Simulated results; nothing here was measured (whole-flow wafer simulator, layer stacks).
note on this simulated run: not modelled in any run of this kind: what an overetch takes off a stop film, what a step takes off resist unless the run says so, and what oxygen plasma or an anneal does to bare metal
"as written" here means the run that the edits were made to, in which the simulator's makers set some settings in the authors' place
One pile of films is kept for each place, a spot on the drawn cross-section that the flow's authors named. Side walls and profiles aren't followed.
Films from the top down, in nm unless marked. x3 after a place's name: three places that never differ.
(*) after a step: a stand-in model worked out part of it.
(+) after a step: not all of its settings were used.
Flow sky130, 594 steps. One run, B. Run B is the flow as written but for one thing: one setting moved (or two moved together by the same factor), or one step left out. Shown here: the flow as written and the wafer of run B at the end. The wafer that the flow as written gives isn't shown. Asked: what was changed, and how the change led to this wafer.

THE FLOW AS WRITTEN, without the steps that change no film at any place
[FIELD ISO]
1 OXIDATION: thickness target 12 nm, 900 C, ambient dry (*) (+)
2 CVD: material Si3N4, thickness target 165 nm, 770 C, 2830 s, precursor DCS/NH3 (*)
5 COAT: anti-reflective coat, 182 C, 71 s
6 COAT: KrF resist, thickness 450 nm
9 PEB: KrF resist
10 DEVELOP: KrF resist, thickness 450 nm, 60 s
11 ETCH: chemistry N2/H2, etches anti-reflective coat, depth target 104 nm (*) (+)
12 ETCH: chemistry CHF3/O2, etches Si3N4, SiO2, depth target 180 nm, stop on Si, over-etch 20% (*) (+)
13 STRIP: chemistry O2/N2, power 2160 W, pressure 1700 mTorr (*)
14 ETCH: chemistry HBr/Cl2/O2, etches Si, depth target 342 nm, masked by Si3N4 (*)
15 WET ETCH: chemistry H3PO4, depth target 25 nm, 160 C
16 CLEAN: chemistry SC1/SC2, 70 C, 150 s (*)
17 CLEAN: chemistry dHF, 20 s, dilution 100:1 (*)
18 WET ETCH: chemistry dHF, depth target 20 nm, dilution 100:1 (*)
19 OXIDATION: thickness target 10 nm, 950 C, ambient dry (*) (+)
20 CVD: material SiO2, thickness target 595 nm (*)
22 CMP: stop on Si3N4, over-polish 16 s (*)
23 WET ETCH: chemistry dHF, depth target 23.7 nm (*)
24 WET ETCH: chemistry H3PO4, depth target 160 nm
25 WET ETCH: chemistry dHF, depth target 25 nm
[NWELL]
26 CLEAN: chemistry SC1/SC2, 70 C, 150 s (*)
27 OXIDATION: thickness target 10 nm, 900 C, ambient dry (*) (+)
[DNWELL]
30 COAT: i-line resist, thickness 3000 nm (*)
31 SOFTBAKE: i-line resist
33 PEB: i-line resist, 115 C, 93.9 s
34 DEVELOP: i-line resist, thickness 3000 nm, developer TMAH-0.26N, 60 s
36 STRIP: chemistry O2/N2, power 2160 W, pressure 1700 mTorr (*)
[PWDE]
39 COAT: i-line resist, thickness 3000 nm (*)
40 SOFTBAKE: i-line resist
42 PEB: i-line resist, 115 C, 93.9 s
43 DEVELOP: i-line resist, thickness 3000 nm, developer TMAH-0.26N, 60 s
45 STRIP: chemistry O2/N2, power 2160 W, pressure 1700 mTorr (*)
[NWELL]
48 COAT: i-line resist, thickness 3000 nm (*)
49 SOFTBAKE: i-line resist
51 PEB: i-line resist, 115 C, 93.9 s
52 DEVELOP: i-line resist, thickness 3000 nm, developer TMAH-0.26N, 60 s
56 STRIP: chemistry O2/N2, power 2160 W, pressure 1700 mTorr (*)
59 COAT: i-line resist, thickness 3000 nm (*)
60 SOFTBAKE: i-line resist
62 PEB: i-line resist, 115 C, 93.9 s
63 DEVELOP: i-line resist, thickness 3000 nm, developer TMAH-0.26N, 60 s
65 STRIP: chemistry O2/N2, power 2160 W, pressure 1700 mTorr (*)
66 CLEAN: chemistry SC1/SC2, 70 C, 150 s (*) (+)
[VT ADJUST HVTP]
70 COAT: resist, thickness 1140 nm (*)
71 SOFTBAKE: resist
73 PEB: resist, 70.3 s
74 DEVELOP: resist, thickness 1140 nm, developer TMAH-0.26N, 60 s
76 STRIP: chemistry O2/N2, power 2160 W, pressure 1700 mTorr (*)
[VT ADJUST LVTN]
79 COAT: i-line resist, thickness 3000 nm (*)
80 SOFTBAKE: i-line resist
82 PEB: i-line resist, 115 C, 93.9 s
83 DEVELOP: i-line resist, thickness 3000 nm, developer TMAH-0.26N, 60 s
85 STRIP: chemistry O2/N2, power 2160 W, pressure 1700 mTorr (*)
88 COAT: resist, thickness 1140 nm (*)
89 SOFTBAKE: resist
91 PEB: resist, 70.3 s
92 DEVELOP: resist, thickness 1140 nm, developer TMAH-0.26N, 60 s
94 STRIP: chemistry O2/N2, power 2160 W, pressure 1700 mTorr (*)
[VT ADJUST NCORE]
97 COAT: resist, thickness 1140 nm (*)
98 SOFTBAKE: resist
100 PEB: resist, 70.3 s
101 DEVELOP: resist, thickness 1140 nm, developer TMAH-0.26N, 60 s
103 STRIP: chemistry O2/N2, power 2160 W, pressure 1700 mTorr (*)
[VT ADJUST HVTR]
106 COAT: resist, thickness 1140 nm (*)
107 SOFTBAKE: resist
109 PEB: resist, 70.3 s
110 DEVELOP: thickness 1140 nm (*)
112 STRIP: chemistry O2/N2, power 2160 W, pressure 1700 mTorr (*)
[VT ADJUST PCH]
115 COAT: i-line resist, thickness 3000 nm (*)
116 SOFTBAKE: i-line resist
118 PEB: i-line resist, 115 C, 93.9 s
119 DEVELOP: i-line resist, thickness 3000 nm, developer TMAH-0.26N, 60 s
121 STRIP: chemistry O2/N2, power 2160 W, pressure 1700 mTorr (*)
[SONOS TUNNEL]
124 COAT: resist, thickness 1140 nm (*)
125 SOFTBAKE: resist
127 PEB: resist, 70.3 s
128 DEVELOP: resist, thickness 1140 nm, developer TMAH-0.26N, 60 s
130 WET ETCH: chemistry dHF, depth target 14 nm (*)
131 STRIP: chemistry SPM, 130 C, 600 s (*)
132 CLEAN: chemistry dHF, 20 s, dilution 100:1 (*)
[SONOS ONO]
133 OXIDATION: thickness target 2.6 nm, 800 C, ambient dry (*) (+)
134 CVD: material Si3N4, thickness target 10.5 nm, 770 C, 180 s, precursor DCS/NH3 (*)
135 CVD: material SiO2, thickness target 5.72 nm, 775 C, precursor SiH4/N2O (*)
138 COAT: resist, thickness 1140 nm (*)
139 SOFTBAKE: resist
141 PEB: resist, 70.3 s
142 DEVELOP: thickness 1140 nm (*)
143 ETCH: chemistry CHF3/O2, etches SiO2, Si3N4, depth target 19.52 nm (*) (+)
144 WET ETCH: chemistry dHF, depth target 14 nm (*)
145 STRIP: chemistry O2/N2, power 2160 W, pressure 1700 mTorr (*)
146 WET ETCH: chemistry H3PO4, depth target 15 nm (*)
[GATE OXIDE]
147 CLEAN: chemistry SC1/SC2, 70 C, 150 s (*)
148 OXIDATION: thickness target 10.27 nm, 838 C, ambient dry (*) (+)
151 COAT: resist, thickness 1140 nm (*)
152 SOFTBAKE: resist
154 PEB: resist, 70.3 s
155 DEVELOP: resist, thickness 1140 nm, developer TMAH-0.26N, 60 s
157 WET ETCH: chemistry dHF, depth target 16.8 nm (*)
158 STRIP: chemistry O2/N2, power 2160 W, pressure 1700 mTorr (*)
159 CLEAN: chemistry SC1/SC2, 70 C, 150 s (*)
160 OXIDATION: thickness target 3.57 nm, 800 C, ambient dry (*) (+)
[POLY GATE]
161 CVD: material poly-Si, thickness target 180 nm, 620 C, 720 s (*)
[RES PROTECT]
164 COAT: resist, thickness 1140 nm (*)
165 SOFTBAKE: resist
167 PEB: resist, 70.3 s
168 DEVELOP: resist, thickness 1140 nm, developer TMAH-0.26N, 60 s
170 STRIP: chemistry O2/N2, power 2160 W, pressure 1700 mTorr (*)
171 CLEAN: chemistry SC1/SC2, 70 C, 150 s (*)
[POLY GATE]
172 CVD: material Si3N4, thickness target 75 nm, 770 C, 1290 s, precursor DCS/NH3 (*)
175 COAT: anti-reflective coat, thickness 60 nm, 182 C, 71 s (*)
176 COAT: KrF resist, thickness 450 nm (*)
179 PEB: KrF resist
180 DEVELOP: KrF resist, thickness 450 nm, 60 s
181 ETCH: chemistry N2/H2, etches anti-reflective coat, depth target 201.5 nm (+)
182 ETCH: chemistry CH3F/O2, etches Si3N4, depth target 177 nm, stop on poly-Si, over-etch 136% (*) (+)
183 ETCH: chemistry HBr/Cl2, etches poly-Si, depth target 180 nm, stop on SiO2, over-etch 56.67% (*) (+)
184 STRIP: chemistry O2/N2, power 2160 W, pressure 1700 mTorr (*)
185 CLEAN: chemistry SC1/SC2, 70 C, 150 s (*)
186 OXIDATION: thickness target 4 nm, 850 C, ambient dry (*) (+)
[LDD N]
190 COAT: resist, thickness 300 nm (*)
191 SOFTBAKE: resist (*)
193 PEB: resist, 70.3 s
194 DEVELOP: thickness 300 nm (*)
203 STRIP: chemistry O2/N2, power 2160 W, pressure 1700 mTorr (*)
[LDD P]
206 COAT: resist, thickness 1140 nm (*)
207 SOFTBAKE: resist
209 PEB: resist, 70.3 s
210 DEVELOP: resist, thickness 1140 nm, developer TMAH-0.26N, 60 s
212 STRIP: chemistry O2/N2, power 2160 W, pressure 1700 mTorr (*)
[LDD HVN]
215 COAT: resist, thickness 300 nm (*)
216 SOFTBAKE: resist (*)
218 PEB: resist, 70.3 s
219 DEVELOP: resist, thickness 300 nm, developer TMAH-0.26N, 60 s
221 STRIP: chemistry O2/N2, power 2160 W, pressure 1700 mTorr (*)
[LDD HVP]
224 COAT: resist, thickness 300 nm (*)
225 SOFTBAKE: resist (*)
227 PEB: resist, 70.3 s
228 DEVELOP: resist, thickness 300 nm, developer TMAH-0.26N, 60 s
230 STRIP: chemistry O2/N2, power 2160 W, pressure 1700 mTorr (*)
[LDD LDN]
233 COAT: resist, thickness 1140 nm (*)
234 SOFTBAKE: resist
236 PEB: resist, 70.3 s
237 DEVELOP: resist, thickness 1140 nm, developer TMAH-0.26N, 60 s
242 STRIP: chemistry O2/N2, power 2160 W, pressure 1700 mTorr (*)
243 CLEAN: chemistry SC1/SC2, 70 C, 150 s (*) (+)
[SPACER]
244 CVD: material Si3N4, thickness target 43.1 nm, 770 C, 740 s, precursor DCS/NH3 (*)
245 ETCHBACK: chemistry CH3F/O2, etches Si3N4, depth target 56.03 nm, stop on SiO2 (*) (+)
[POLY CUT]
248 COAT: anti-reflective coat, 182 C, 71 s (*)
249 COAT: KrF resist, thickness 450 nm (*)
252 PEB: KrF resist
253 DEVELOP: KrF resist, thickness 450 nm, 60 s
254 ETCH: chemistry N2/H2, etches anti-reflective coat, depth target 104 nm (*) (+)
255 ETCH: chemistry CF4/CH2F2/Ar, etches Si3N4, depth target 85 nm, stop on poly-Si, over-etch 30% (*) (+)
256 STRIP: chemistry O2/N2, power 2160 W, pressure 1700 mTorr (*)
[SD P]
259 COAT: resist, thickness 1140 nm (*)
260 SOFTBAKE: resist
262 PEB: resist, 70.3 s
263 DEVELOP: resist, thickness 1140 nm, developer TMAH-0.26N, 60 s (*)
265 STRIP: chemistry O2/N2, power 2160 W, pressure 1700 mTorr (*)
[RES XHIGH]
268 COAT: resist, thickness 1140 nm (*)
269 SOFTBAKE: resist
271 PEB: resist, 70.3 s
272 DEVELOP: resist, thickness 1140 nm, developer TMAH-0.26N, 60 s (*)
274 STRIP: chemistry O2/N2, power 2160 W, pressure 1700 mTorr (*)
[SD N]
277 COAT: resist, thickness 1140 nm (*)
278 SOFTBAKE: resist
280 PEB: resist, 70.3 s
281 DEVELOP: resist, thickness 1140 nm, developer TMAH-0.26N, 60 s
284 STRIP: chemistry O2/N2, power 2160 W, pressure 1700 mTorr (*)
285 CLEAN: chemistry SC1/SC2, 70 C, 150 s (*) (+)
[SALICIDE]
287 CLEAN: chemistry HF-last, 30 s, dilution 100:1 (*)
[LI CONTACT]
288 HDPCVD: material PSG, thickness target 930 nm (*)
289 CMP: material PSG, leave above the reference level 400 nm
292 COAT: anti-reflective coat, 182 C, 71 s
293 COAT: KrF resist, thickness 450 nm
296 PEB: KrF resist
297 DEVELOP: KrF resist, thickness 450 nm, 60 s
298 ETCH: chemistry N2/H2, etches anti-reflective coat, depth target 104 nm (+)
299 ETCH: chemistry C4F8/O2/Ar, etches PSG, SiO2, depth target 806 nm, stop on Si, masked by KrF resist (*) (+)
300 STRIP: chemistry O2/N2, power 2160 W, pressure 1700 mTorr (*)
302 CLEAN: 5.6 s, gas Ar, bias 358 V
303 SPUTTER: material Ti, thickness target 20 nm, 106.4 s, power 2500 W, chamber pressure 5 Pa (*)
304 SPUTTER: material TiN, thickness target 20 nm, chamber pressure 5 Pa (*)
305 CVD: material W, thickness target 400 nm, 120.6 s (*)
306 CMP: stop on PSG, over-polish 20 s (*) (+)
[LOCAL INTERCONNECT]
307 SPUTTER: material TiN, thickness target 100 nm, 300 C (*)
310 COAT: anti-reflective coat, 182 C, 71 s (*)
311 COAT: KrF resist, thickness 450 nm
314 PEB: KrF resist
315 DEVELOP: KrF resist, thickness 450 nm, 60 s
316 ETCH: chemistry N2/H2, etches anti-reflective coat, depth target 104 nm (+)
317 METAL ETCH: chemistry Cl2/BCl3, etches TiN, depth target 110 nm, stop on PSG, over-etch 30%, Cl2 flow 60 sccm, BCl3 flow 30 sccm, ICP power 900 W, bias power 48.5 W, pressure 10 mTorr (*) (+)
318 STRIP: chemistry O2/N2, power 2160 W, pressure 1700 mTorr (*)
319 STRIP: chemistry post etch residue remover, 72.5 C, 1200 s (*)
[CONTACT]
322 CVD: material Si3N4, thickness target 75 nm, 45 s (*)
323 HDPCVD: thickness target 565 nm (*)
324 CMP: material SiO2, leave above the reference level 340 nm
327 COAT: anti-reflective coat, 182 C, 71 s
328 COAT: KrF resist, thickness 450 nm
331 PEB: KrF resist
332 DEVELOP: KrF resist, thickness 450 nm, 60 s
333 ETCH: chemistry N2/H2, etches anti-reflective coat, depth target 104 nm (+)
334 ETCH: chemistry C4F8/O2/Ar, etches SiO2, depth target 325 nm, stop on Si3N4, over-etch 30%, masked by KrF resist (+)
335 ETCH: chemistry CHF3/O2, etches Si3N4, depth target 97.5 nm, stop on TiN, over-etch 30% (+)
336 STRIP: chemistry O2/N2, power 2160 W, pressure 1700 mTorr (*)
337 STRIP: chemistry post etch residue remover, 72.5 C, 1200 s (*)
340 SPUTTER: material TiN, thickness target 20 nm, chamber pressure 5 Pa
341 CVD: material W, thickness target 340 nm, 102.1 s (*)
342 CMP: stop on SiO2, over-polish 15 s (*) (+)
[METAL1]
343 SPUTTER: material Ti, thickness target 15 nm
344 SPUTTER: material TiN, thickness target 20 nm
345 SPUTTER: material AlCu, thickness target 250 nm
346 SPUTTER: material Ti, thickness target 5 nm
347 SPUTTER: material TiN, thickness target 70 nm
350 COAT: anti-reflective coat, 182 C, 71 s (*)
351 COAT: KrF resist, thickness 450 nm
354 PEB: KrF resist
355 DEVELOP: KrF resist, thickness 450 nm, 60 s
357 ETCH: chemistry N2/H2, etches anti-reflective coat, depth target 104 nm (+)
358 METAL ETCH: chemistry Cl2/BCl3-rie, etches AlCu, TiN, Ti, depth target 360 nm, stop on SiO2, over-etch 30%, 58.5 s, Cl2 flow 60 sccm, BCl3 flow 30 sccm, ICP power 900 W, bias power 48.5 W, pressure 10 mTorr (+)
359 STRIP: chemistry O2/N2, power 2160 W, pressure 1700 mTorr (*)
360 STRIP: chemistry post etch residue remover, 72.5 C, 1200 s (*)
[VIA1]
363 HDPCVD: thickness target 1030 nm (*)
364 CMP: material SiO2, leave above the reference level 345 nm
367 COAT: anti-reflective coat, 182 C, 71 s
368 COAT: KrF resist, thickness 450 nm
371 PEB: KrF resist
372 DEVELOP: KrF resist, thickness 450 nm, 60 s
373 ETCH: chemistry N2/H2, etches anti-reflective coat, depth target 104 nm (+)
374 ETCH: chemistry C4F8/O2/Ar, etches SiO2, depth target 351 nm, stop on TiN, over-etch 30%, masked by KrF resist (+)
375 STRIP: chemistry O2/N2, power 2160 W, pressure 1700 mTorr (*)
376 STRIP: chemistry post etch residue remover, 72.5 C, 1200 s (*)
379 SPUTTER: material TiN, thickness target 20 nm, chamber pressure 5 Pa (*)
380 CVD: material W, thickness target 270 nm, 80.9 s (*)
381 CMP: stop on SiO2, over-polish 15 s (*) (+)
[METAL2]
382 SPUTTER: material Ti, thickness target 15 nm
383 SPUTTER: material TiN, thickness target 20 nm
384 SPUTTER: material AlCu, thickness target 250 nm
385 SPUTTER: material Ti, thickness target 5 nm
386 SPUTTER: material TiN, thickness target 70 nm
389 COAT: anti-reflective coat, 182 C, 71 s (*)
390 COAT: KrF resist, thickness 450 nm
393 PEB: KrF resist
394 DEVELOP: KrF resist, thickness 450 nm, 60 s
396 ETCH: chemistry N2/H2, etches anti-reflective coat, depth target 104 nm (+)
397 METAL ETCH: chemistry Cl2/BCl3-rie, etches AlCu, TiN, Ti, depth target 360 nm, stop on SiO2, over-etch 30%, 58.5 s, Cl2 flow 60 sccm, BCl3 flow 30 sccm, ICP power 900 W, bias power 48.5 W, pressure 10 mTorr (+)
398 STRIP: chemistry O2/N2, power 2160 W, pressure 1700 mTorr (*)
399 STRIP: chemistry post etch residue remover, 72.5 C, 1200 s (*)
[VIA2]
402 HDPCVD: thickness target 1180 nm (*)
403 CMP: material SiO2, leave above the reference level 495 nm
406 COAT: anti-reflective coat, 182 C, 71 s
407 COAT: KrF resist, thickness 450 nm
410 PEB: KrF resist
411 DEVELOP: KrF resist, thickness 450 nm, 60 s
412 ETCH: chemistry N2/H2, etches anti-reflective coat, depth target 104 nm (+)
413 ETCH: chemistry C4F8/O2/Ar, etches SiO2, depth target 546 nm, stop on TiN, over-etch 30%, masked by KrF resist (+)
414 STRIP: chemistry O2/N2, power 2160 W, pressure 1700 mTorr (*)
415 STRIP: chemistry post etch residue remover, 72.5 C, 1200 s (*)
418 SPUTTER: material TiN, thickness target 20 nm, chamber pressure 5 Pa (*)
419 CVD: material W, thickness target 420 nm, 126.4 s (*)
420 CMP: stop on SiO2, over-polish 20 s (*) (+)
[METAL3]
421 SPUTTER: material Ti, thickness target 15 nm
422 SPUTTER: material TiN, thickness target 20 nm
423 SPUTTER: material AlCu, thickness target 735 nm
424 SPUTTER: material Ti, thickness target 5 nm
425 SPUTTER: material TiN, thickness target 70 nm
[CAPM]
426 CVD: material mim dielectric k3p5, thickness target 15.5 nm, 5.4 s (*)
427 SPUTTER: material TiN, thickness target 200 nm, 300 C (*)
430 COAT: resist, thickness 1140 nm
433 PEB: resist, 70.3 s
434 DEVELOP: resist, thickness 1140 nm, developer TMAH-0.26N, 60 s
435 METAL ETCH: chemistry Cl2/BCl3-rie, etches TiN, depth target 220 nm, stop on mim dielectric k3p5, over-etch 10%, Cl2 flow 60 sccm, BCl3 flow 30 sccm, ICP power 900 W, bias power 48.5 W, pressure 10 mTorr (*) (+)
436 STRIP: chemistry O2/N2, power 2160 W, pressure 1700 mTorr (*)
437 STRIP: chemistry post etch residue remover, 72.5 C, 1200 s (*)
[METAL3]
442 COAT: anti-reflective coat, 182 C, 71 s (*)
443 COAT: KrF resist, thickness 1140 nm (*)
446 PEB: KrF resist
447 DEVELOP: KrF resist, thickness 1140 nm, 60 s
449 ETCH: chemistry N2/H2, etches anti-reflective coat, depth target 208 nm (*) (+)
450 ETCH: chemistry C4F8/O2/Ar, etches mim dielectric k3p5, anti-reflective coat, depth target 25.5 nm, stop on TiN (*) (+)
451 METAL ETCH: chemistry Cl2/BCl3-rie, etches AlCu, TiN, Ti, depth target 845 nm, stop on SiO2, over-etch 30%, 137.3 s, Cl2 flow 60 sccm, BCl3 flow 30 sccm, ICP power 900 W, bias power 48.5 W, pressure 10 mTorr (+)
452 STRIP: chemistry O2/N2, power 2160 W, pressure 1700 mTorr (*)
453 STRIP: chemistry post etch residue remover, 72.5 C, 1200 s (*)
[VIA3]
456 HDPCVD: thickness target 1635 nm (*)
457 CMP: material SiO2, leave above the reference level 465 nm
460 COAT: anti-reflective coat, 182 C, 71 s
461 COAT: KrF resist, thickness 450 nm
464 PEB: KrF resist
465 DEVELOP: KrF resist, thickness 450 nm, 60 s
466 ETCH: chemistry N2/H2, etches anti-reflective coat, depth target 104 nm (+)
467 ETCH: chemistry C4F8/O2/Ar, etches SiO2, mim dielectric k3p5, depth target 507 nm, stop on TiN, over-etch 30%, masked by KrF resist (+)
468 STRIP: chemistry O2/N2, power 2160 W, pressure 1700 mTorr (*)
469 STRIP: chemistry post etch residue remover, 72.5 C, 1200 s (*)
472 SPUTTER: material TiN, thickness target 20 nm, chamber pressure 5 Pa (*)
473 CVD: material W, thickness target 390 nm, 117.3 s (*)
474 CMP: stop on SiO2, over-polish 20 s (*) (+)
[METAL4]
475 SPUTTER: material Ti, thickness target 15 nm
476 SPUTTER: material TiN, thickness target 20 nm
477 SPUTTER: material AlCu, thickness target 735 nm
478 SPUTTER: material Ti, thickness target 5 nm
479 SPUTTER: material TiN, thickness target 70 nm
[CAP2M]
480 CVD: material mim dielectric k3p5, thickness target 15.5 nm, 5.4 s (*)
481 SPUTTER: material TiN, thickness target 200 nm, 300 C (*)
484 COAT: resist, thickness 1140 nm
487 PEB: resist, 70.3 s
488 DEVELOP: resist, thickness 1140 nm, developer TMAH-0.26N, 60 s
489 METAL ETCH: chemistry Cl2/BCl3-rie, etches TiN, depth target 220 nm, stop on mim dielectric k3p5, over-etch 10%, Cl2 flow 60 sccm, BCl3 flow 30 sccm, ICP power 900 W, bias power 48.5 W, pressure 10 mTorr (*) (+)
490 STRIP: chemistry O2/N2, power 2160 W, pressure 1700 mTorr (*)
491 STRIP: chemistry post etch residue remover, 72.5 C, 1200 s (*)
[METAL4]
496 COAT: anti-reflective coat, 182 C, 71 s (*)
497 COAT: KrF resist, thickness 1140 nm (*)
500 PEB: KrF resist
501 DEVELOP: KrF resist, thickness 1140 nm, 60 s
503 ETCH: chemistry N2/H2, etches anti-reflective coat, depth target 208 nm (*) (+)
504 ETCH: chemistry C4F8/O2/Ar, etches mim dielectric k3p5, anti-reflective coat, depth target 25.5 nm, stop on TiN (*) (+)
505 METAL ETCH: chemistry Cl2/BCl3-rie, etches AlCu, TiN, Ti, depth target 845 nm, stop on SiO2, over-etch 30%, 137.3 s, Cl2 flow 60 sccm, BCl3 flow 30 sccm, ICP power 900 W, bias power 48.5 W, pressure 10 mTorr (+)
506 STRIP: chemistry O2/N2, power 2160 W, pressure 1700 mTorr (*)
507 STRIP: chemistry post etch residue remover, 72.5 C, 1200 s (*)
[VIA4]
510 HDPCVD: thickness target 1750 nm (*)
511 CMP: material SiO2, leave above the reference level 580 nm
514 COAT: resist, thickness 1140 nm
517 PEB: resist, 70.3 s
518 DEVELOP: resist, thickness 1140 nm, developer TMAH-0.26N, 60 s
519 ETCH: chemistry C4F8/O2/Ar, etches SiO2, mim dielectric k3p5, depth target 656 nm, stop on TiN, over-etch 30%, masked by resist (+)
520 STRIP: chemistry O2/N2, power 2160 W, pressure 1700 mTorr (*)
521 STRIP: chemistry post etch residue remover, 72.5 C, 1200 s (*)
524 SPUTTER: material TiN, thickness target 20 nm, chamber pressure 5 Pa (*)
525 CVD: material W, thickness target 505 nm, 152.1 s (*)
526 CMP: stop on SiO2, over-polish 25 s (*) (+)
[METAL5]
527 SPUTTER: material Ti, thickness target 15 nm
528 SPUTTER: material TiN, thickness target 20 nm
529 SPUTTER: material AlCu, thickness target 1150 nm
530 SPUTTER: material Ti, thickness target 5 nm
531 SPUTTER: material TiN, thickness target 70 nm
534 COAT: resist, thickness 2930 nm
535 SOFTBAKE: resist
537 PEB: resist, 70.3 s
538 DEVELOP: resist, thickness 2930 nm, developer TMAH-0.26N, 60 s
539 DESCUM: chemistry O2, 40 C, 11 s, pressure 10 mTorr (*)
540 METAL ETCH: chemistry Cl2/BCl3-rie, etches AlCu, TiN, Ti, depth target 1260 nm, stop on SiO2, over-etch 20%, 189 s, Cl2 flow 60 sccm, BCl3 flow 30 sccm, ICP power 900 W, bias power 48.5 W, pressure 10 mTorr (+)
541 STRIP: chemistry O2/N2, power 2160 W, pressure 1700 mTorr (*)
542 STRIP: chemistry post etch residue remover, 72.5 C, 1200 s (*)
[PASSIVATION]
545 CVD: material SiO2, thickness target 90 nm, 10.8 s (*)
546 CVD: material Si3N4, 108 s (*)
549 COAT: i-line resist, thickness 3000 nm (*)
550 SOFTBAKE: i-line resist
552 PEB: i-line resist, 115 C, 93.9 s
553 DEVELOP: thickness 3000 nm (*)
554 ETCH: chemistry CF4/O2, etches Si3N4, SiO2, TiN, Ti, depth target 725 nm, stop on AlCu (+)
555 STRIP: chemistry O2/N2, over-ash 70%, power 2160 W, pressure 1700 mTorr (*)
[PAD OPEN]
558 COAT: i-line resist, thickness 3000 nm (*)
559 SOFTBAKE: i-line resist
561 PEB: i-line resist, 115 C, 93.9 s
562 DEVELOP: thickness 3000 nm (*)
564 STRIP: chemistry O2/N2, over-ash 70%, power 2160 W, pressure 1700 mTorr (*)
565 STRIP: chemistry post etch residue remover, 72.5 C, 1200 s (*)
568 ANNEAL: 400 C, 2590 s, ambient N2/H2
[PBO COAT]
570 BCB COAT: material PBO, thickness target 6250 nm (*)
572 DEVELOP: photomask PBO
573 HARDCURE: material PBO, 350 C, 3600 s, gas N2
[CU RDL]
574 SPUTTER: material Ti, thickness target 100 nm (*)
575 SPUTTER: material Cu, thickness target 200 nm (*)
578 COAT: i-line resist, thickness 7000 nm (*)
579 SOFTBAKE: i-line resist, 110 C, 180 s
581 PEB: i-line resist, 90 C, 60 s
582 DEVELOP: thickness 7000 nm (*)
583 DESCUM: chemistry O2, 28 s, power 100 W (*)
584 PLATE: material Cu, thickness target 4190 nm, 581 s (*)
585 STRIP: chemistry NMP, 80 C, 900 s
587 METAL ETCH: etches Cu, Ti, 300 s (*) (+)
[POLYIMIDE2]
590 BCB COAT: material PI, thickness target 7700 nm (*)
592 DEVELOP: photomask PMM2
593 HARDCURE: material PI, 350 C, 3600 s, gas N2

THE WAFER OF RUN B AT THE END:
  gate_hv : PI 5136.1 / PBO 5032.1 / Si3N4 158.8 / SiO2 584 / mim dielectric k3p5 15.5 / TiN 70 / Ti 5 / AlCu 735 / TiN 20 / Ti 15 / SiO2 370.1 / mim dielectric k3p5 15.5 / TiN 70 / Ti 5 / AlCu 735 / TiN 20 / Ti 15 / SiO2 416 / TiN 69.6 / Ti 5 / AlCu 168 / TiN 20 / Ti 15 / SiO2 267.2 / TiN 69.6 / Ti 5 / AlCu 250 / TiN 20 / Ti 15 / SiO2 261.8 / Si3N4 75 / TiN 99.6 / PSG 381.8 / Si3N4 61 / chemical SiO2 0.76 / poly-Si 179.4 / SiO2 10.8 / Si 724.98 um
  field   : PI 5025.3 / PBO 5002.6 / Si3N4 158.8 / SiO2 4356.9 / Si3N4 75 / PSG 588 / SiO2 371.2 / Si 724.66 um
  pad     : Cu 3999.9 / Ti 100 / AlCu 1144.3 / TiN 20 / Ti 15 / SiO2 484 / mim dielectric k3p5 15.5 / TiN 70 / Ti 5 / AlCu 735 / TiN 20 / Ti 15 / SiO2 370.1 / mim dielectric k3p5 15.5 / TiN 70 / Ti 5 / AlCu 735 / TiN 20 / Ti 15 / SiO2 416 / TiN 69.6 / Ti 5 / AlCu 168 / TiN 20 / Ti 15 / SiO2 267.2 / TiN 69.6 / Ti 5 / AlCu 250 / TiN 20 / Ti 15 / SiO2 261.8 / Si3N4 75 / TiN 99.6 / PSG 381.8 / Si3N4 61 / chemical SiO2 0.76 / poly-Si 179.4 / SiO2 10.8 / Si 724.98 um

The cause: step 384, SPUTTER: thickness target 168 nm was run, where the flow has thickness target 250 nm.
It can be read off the wafer: gate_hv has AlCu 168, and step 384 as written asks for 250 nm.

How the change led to this, step by step:
  384 SPUTTER: material AlCu, thickness target 250 nm
      field, active, n_well and 188 more: AlCu +168 (new film) (as written it would be: AlCu +250 (new film))
  397 METAL ETCH: chemistry Cl2/BCl3-rie, etches AlCu, TiN, Ti, depth target 360 nm, stop on SiO2, over-etch 30%, 58.5 s, Cl2 flow 60 sccm, BCl3 flow 30 sccm, ICP power 900 W, bias power 48.5 W, pressure 10 mTorr (+)
      field, active, gate and 82 more: TiN -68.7 (all of it), Ti -5 (all of it), AlCu -168 (all of it), TiN -20 (all of it), Ti -15 (all of it), SiO2 -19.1 (as written it would be: TiN -68.7 (all of it), Ti -5 (all of it), AlCu -250 (all of it), TiN -20 (all of it), Ti -15 (all of it), SiO2 -10.9)
  403 CMP: material SiO2, leave above the reference level 495 nm
      field, active, gate and 82 more: SiO2 -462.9 (as written it would be: SiO2 -389.1)
